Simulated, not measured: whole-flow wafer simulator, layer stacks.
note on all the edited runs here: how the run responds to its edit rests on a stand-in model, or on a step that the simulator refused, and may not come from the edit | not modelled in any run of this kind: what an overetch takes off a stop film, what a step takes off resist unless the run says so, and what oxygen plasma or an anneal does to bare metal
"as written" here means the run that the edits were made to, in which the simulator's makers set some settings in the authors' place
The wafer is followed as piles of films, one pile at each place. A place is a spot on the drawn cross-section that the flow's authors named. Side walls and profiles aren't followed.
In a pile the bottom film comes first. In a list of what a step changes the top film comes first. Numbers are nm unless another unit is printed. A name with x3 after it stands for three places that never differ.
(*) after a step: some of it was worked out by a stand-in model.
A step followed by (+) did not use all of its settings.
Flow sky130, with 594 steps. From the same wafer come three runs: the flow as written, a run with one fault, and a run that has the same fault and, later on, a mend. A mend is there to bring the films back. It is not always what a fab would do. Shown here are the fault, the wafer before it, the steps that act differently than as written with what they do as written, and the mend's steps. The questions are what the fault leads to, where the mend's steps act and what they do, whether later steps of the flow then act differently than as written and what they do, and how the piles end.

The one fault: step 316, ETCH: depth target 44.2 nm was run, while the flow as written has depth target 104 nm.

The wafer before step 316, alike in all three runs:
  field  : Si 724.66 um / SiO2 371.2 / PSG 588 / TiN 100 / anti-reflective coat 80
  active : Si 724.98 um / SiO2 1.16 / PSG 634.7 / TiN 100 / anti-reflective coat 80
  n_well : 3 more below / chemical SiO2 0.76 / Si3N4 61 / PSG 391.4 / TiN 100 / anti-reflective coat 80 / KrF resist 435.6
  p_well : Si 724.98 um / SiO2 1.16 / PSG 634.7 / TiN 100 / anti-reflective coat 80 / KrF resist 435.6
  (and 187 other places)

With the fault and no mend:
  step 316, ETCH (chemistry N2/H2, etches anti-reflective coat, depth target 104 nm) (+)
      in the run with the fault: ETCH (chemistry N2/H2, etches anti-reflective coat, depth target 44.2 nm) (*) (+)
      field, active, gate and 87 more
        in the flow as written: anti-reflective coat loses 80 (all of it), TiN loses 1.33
        in the run with the fault: anti-reflective coat loses 44.2
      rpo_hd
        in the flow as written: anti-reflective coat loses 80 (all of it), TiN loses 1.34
        in the run with the fault: anti-reflective coat loses 44.2
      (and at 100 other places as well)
  Steps further on in the flow that do not act as written (12 other steps are not shown; they differ only slightly, by no more than 2% or 0.5 nm, whichever is larger):
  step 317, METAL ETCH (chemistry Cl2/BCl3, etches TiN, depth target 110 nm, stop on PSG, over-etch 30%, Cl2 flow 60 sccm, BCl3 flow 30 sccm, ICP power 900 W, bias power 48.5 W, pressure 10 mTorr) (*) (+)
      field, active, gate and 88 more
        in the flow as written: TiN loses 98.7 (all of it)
        in the run with the fault: anti-reflective coat loses 35.8 (all of it), TiN loses 74.2
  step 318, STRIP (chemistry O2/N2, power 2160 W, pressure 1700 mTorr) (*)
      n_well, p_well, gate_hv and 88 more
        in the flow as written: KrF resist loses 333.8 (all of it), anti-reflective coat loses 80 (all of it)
        in the run with the fault: KrF resist loses 367 (all of it), anti-reflective coat loses 80 (all of it)
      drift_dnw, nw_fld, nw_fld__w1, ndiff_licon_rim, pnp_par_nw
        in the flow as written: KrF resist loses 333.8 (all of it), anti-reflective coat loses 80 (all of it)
        in the run with the fault: KrF resist loses 367.1 (all of it), anti-reflective coat loses 80 (all of it)
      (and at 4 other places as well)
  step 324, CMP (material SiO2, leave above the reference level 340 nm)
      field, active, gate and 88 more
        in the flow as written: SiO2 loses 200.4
        in the run with the fault: SiO2 loses 225.8
  The piles end different from the flow's at field, active, gate and 90 more by more than 2% or 0.5 nm, whichever is larger.
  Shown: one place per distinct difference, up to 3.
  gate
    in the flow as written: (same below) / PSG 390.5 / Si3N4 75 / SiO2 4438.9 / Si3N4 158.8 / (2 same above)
    in the run with the fault: (same below) / PSG 390.5 / TiN 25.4 / Si3N4 75 / SiO2 4413.5 / Si3N4 158.8 / (2 same above)
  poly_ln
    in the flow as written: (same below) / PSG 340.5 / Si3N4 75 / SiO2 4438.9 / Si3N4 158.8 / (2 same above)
    in the run with the fault: (same below) / PSG 340.5 / TiN 25.4 / Si3N4 75 / SiO2 4413.5 / Si3N4 158.8 / (2 same above)
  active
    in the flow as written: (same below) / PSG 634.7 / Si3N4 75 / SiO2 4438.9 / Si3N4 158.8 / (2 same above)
    in the run with the fault: (same below) / PSG 634.7 / TiN 25.4 / Si3N4 75 / SiO2 4413.5 / Si3N4 158.8 / (2 same above)

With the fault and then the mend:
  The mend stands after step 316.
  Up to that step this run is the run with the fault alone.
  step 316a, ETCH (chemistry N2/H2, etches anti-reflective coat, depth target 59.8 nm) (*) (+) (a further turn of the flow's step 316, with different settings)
      n_well, p_well, gate_hv and 97 more
        KrF resist loses 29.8
      field, active, gate and 84 more
        anti-reflective coat loses 35.8 (all of it), TiN loses 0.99
      rpo_hd, rpm_encl, rpm_encl_psd, iso_guard_nsd_tip
        anti-reflective coat loses 35.8 (all of it), TiN loses 1
  None of the later steps of the flow differs from how it acts as written, at any place that is followed, by more than 2% or 0.5 nm, whichever is larger.
  By the end, the piles equal the flow's at every place that both follow.
